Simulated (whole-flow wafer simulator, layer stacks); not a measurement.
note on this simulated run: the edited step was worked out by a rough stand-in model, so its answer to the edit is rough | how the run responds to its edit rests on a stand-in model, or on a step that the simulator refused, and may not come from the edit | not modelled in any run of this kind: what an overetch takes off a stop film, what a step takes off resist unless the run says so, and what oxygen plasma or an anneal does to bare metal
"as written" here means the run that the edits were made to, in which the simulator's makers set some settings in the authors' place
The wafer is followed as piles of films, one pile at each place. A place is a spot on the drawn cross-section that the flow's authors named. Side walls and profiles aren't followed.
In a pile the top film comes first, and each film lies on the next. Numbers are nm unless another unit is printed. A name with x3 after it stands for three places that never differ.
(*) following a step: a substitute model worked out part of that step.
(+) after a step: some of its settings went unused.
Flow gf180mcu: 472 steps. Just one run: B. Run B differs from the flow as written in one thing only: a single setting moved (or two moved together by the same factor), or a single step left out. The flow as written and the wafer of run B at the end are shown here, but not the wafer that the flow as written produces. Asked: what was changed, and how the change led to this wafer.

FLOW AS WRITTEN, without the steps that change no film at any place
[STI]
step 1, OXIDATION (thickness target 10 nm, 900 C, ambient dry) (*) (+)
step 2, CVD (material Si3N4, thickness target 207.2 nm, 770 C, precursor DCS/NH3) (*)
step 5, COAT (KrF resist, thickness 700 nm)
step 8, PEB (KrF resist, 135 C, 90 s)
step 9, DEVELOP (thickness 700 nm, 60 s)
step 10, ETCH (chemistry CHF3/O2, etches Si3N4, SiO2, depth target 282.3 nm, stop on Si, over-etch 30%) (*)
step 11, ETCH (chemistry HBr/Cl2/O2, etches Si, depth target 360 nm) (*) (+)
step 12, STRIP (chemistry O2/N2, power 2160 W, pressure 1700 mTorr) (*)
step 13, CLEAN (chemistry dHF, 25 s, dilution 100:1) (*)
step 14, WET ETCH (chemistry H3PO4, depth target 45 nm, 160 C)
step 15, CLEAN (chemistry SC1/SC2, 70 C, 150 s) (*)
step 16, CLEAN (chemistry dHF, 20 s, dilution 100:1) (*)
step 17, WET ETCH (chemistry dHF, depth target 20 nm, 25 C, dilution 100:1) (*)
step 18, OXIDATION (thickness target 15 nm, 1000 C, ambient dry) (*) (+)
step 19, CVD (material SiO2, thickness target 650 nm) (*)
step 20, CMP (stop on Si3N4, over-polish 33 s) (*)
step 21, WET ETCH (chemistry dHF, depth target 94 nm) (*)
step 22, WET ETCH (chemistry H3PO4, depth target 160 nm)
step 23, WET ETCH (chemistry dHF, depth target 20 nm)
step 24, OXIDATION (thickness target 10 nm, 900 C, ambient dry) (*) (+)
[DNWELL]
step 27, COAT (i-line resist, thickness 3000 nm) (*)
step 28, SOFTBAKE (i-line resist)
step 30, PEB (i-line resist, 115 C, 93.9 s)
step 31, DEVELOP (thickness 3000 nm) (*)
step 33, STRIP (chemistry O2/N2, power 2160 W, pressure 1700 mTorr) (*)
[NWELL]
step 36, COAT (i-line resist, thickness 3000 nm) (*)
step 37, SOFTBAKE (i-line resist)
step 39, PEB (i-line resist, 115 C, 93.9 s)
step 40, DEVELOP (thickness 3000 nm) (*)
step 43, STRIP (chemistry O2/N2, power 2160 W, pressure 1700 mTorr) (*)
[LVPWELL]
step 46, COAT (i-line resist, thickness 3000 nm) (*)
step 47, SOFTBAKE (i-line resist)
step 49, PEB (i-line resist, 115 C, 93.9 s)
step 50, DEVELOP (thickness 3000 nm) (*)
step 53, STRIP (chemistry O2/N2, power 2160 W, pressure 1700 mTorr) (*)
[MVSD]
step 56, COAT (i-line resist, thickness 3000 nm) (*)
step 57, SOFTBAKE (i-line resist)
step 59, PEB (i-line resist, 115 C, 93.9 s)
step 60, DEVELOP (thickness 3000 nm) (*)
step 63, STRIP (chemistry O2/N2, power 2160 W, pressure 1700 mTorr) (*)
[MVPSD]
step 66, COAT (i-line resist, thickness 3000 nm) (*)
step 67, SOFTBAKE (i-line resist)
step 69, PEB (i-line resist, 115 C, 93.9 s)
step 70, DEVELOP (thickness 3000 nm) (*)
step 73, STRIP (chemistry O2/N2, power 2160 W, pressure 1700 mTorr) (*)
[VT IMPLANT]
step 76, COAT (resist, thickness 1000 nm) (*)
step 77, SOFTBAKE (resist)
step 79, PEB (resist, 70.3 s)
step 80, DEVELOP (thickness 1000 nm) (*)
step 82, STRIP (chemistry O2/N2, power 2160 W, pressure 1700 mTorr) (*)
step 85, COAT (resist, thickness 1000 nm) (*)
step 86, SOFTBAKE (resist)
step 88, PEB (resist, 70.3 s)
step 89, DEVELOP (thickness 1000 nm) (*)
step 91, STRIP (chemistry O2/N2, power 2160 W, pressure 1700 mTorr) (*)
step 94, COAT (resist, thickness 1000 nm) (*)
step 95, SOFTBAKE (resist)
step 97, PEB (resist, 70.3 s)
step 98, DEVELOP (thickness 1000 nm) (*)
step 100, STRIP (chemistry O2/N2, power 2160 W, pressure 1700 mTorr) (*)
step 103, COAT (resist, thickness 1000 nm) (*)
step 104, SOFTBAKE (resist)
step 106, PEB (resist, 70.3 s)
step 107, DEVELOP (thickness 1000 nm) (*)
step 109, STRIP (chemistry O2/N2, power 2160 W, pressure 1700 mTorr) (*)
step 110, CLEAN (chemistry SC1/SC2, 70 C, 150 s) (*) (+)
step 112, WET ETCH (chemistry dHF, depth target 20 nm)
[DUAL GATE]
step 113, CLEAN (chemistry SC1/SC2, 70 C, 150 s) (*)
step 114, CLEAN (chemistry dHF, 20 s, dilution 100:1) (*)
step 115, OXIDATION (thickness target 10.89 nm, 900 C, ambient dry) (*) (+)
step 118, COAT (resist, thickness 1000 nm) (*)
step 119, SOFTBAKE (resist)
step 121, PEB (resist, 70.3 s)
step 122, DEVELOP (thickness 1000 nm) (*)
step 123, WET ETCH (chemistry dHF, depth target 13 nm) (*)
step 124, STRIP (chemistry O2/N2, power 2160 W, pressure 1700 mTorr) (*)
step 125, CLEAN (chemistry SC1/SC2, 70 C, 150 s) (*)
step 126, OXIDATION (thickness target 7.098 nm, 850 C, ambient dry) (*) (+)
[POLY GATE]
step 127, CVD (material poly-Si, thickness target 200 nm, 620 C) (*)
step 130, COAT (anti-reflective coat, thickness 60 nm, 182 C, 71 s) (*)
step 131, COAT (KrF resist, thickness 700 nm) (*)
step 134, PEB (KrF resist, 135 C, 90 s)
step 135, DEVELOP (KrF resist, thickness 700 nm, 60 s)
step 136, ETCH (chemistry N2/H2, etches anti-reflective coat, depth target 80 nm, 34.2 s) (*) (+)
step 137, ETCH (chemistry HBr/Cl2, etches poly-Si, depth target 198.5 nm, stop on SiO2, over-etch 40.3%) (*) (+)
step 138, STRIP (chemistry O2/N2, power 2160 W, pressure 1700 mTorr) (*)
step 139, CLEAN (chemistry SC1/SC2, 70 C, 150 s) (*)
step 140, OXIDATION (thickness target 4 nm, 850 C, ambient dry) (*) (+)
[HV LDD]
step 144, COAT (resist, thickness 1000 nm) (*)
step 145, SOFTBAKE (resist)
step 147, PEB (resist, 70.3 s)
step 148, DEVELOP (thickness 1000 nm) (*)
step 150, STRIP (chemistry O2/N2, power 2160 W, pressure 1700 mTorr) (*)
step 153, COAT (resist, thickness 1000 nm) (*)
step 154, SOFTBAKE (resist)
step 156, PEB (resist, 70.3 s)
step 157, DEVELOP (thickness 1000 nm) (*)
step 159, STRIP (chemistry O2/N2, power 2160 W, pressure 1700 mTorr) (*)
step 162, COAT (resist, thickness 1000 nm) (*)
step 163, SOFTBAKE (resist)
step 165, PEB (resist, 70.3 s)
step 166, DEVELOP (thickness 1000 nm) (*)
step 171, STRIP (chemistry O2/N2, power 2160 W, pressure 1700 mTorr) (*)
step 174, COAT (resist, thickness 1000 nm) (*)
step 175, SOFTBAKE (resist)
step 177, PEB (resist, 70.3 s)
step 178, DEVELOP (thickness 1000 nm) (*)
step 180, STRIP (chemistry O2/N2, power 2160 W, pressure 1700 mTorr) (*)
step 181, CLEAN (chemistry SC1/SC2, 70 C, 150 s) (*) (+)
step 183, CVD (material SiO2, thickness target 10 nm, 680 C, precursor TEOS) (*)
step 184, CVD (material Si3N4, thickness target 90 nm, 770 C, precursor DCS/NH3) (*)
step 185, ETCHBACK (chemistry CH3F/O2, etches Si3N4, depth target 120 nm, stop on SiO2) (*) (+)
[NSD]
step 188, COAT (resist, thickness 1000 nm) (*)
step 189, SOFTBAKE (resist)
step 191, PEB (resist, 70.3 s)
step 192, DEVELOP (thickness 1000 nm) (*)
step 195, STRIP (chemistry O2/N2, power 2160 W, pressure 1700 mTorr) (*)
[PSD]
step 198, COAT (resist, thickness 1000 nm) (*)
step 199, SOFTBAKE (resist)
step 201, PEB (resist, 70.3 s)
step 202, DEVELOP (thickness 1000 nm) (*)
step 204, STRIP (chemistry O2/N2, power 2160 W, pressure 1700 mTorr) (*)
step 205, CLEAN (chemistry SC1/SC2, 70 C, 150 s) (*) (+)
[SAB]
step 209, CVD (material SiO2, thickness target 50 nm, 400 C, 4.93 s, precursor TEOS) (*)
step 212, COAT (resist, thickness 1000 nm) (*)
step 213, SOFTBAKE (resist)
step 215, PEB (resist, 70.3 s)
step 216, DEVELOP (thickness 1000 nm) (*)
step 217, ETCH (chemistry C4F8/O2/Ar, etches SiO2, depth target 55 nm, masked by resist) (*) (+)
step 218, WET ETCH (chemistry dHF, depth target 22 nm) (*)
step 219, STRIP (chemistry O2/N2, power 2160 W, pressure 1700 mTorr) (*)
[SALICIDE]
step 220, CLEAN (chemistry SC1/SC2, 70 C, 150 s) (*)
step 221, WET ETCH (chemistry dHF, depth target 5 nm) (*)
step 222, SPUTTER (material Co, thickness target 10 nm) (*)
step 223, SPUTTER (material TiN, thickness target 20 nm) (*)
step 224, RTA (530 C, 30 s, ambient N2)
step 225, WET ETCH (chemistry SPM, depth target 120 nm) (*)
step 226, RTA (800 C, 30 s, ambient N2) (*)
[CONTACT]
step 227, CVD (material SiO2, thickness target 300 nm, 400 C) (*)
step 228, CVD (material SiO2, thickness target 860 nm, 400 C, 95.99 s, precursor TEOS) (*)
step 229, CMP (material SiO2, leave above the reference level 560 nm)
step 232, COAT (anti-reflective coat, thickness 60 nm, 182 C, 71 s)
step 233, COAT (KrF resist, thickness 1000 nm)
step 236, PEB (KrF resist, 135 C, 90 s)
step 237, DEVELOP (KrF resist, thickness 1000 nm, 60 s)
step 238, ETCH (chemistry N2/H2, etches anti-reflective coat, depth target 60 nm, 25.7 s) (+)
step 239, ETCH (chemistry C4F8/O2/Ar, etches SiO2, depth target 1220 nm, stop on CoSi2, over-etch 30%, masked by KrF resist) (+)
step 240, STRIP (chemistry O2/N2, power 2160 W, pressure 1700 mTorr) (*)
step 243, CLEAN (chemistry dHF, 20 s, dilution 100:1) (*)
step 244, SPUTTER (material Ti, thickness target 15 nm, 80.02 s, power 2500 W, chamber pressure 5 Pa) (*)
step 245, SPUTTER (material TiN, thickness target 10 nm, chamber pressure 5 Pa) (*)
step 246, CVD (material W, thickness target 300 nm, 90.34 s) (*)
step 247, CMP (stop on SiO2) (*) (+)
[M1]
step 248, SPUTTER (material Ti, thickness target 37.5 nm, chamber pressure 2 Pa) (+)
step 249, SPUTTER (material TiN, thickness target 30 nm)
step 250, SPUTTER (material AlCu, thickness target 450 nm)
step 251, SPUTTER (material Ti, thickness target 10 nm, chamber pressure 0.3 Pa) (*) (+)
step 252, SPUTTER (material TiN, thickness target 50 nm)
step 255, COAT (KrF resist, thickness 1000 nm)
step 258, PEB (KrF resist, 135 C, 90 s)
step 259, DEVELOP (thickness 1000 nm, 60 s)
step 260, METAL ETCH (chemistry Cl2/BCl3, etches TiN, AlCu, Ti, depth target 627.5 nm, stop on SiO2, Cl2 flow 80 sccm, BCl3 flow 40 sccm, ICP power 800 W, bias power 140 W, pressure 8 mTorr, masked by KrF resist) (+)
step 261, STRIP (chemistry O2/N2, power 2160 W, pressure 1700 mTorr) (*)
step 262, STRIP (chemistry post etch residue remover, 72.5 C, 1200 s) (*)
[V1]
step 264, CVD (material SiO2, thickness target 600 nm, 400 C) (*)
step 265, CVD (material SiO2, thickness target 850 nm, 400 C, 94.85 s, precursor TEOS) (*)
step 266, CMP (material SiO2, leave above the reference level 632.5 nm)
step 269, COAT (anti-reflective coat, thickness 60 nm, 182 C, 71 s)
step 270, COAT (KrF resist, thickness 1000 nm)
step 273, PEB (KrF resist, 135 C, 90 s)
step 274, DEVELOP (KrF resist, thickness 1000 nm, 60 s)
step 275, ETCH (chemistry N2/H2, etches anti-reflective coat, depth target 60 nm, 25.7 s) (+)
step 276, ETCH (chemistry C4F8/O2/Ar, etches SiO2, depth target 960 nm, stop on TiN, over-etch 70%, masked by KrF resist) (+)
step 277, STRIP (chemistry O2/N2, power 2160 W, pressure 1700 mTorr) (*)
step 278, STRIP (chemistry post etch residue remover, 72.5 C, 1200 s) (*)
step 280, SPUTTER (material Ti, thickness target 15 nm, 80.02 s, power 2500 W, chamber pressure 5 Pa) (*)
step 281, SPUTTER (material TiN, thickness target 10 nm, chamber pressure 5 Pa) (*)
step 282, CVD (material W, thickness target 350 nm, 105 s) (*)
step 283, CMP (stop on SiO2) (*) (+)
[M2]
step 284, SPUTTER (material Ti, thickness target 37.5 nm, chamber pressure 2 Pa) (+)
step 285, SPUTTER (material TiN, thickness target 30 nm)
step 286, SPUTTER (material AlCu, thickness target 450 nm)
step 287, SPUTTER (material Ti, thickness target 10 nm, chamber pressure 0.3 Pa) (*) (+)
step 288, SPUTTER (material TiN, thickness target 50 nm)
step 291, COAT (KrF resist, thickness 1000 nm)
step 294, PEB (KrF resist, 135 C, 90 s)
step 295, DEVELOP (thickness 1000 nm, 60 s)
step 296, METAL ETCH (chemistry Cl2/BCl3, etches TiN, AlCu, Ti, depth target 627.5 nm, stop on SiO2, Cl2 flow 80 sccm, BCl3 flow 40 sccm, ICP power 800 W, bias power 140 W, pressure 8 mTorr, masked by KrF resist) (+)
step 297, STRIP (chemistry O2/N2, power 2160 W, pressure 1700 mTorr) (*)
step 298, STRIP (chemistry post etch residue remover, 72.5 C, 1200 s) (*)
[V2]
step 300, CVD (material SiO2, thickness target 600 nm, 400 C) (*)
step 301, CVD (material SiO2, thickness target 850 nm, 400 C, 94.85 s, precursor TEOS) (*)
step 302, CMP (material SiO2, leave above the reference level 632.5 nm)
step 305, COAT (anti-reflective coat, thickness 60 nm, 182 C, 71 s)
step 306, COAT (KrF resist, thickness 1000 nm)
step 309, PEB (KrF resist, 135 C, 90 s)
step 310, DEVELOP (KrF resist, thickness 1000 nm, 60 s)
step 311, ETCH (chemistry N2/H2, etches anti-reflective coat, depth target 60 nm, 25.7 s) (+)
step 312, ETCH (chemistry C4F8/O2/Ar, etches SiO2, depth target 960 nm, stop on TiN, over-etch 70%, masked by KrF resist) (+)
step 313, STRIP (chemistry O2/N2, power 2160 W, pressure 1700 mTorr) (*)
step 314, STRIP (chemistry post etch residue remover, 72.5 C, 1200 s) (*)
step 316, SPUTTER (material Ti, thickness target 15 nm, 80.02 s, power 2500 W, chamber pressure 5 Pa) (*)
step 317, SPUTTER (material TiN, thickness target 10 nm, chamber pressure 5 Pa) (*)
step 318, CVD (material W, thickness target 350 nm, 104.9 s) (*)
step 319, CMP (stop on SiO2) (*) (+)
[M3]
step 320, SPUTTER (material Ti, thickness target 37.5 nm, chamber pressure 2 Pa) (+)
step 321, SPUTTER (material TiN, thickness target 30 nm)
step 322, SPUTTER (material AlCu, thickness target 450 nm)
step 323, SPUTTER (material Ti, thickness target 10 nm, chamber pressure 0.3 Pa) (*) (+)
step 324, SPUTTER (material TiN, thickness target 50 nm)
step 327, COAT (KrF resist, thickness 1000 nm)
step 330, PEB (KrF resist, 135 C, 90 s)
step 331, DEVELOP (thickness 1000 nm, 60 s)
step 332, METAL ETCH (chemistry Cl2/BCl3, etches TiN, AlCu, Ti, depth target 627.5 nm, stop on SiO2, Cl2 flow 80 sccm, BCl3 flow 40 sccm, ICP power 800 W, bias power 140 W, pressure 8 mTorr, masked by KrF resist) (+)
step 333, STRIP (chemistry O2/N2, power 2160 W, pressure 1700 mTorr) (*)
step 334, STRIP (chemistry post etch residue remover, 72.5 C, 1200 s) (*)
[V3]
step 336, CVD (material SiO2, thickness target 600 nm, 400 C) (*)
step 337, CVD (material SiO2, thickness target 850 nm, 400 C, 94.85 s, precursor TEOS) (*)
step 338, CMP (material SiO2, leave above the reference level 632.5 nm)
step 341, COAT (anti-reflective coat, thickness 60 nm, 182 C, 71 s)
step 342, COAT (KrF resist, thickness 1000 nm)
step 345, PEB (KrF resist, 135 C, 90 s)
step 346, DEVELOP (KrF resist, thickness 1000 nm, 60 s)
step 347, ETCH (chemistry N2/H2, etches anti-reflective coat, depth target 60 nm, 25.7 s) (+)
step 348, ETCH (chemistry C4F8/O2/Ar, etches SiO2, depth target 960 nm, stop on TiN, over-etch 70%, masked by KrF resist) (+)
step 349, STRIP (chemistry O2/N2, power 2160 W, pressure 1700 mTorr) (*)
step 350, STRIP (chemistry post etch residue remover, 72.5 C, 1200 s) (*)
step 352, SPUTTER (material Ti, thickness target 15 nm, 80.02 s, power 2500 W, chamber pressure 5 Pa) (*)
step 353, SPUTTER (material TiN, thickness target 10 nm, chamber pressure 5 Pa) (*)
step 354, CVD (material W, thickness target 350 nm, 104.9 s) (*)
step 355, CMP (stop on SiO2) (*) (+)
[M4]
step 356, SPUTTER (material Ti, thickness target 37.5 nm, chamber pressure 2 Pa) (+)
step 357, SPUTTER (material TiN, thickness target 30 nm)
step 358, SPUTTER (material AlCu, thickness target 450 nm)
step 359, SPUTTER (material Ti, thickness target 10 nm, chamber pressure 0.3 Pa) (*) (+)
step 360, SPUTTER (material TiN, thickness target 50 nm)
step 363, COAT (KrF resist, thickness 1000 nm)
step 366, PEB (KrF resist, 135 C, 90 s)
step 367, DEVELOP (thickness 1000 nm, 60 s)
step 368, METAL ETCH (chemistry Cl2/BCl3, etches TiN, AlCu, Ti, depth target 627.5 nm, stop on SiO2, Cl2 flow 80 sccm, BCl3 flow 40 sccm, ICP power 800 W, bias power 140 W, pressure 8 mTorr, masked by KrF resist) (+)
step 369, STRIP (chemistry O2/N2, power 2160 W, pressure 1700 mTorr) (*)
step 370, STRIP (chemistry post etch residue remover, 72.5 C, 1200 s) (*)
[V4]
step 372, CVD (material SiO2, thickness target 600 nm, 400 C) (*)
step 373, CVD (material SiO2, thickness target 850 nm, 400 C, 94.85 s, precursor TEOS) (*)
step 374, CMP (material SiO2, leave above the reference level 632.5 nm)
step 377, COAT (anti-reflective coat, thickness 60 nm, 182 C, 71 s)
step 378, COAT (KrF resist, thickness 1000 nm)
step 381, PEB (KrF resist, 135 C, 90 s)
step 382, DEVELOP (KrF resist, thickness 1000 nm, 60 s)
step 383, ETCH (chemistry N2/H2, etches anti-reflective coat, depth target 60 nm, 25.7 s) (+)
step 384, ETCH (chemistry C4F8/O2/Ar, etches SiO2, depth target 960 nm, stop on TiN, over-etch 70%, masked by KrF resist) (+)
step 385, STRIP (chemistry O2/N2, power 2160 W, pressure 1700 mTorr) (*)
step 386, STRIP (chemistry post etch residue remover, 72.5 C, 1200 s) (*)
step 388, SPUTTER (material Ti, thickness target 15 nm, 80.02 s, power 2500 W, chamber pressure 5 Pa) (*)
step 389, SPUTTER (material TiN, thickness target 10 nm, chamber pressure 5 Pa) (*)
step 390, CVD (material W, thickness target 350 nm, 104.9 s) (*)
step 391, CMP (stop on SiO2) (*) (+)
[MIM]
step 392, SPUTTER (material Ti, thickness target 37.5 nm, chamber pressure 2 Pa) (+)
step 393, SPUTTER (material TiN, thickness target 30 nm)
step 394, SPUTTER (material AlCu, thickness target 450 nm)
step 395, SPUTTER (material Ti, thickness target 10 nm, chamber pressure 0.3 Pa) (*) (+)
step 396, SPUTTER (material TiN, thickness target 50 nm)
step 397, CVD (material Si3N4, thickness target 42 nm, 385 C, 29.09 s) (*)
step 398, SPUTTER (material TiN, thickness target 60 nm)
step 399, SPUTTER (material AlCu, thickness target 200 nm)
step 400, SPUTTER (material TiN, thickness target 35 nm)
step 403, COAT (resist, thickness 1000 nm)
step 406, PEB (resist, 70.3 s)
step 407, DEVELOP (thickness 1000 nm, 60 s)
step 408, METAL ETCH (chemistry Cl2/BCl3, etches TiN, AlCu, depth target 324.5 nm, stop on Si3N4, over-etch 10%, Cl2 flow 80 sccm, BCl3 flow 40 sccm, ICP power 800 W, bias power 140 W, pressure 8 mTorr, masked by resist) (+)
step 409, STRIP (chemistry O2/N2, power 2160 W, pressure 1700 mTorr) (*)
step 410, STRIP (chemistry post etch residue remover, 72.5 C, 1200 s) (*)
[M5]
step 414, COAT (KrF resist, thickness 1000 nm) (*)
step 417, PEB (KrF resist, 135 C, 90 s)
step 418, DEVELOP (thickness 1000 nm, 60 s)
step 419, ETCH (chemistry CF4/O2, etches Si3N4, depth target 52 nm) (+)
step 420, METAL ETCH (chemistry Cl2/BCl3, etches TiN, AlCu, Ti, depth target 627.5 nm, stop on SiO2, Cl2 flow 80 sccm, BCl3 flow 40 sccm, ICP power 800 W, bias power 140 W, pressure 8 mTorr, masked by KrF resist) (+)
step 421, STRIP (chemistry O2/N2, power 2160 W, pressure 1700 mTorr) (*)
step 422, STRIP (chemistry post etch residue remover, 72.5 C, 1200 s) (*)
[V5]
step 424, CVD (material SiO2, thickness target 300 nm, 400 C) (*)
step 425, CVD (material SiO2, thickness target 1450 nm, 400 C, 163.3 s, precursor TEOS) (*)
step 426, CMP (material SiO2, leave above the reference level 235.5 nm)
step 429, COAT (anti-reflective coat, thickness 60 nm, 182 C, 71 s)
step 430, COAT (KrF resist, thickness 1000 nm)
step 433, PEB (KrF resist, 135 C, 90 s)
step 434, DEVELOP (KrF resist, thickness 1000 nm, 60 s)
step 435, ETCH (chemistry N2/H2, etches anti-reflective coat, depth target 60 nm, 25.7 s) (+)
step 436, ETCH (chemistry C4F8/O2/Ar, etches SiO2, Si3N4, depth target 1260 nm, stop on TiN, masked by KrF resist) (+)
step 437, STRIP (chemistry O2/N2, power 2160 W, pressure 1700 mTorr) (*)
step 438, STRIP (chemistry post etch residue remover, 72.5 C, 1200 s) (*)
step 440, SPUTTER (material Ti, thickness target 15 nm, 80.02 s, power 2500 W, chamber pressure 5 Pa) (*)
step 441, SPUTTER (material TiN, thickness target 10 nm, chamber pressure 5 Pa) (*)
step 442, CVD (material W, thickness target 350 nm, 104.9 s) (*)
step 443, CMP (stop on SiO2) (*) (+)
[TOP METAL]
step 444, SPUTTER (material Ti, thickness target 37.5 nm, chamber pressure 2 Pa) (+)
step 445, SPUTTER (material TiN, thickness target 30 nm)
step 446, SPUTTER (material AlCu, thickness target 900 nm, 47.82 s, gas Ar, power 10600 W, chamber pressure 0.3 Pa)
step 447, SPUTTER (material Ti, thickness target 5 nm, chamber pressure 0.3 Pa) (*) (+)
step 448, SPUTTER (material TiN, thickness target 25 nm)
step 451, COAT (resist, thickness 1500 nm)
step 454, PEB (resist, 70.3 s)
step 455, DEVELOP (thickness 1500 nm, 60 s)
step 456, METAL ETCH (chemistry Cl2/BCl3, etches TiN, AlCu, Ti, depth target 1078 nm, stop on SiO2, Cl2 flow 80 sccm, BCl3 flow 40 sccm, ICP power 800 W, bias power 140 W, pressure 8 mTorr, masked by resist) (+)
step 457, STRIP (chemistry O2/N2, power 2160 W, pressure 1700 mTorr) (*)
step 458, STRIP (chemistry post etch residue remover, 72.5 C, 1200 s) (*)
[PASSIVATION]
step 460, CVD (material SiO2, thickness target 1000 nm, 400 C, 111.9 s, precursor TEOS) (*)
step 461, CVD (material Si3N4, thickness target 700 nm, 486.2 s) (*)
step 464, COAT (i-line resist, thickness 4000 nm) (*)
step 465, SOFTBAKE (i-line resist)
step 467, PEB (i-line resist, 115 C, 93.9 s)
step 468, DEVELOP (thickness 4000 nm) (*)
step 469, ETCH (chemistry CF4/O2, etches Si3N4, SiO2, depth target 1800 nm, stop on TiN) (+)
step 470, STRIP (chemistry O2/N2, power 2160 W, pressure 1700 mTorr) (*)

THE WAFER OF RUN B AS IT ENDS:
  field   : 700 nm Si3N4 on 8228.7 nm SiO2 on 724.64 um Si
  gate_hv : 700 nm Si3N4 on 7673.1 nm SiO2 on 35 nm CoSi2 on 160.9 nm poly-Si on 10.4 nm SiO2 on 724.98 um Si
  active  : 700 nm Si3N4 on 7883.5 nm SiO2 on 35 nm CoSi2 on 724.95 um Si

The reason: step 115, OXIDATION: 855 C was run, though the flow has 900 C.

The path from the change to this, step by step:
  step 115, OXIDATION (thickness target 10.89 nm, 900 C, ambient dry) (*) (+)
      active, n_well, p_well and 40 more: +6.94 SiO2 (new film), -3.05 Si (it would be, as written: +10.9 SiO2 (new film), -4.79 Si)
      sti, mim_1p0, pad and 21 more: +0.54 SiO2, -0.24 Si (it would be, as written: +1.22 SiO2, -0.54 Si)
      (and at 25 other places as well)
  step 123, WET ETCH (chemistry dHF, depth target 13 nm) (*)
      active, n_well, p_well and 12 more: -6.94 SiO2 (all of it) (it would be, as written: -10.9 SiO2 (all of it))
  step 130, COAT (anti-reflective coat, thickness 60 nm, 182 C, 71 s) (*)
      p_well, spacer, sd_n: +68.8 anti-reflective coat (new film) (it would be, as written: +70.9 anti-reflective coat (new film))
      contact: +65.5 anti-reflective coat (new film) (it would be, as written: +67.5 anti-reflective coat (new film))
      (and at 4 other places as well)
  step 136, ETCH (chemistry N2/H2, etches anti-reflective coat, depth target 80 nm, 34.2 s) (*) (+)
      p_well, spacer, sd_n: -68.8 anti-reflective coat (all of it), -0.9 poly-Si (it would be, as written: -70.9 anti-reflective coat (all of it), -0.85 poly-Si)
      contact: -65.5 anti-reflective coat (all of it), -0.99 poly-Si (it would be, as written: -67.5 anti-reflective coat (all of it), -0.94 poly-Si)
      (and at 3 other places as well)
  step 138, STRIP (chemistry O2/N2, power 2160 W, pressure 1700 mTorr) (*)
      ld_fp_p: +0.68 chemical SiO2 (new film), -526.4 KrF resist (all of it), -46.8 anti-reflective coat (all of it), -0.3 poly-Si (it would be, as written: +0.68 chemical SiO2 (new film), -526.2 KrF resist (all of it), -47.8 anti-reflective coat (all of it), -0.3 poly-Si)
  step 145, SOFTBAKE (resist)
      active_nat: +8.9 resist (it would be, as written: +4.68 resist)
  step 154, SOFTBAKE (resist)
      active_nat: +8.9 resist (it would be, as written: +4.68 resist)
  step 163, SOFTBAKE (resist)
      active_nat: +8.9 resist (it would be, as written: +4.68 resist)
  step 175, SOFTBAKE (resist)
      active_nat: +8.9 resist (it would be, as written: +4.68 resist)
  step 189, SOFTBAKE (resist)
      active_hv: -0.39 resist (it would be, as written: +2.68 resist)
      nw_enc_fld_lv__w3: -1.69 resist (it would be, as written: +2.11 resist)
  step 199, SOFTBAKE (resist)
      active_hv: -0.39 resist (it would be, as written: +2.68 resist)
      nw_enc_fld_lv__w3: -1.69 resist (it would be, as written: +2.11 resist)
  step 218, WET ETCH (chemistry dHF, depth target 22 nm) (*)
      ldn_tap, ldn_src, ldn_drn, ldp_tap, ldp_src, ldp_drn, ldp_gr: -12.2 SiO2 (all of it) (it would be, as written: -16 SiO2 (all of it))
      ld_drn_n, ld_sd_p: -11 SiO2 (all of it) (it would be, as written: -14.8 SiO2 (all of it))
      (and at 5 other places as well)
  step 223, SPUTTER (material TiN, thickness target 20 nm) (*)
      field__w12: +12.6 TiN (new film) (it would be, as written: +12 TiN (new film))
  step 225, WET ETCH (chemistry SPM, depth target 120 nm) (*)
      field__w12: -12.6 TiN (all of it), -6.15 Co (all of it) (it would be, as written: -12 TiN (all of it), -6.15 Co (all of it))
